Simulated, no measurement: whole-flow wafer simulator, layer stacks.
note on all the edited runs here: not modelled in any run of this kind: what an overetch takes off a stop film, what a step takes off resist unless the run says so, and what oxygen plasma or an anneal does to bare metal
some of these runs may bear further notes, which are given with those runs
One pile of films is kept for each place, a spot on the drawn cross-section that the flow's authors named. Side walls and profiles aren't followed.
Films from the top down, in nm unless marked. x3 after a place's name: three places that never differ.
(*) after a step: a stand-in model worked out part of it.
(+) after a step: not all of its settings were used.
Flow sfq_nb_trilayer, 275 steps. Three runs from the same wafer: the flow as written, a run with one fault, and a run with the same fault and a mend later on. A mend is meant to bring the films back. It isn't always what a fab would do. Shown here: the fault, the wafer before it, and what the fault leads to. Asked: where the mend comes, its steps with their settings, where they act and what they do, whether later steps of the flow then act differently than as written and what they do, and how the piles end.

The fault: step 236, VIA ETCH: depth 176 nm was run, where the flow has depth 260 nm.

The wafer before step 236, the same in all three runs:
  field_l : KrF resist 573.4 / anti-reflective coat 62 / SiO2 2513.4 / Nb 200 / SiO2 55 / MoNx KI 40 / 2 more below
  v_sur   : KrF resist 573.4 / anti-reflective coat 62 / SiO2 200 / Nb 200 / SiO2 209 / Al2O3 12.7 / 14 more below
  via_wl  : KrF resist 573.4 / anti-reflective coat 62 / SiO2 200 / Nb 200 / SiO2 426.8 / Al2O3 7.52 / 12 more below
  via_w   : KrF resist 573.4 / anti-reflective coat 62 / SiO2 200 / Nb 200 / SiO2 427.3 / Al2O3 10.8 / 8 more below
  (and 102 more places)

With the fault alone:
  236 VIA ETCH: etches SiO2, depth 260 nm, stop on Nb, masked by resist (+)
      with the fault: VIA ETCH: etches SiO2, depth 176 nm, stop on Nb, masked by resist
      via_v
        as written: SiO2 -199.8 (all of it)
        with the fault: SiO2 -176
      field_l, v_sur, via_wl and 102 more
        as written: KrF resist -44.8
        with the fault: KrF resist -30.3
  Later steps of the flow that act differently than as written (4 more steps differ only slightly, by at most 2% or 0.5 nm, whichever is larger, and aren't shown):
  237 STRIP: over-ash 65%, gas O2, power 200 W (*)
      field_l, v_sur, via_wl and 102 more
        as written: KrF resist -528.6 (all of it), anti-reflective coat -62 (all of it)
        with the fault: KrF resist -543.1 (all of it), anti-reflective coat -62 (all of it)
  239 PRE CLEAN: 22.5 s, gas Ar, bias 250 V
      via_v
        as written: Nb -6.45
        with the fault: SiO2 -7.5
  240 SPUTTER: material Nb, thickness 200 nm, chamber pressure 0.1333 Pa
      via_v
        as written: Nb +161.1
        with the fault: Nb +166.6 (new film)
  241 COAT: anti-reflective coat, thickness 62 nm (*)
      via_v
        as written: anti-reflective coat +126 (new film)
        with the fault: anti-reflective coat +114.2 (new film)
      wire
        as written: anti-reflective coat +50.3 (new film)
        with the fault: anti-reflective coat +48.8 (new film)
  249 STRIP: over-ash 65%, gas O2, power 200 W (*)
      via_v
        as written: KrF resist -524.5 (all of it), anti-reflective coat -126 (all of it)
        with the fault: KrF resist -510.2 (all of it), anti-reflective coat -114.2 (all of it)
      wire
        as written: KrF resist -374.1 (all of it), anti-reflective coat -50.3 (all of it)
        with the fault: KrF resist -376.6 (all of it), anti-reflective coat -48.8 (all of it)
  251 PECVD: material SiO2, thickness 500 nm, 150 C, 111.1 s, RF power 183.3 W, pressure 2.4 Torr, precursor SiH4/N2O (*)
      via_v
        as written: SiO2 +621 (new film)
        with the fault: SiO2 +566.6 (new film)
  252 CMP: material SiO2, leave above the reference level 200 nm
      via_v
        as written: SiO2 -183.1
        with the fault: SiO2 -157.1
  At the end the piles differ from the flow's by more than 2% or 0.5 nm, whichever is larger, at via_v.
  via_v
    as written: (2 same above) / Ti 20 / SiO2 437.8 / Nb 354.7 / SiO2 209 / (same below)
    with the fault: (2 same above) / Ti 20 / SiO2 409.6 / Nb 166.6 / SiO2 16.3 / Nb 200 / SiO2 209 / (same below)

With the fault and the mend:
  The mend comes after step 236.
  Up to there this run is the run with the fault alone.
  236a VIA ETCH: etches SiO2, depth 84 nm, stop on Nb, masked by resist (+) (the flow's step 236 once more, with other settings)
      field_l, v_sur, via_wl and 102 more
        KrF resist -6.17
      via_v
        SiO2 -23.8 (all of it)
  No later step of the flow acts differently than as written, at any place that is followed, by more than 2% or 0.5 nm, whichever is larger.
  At the end the piles are the same as the flow's at every place that both follow.
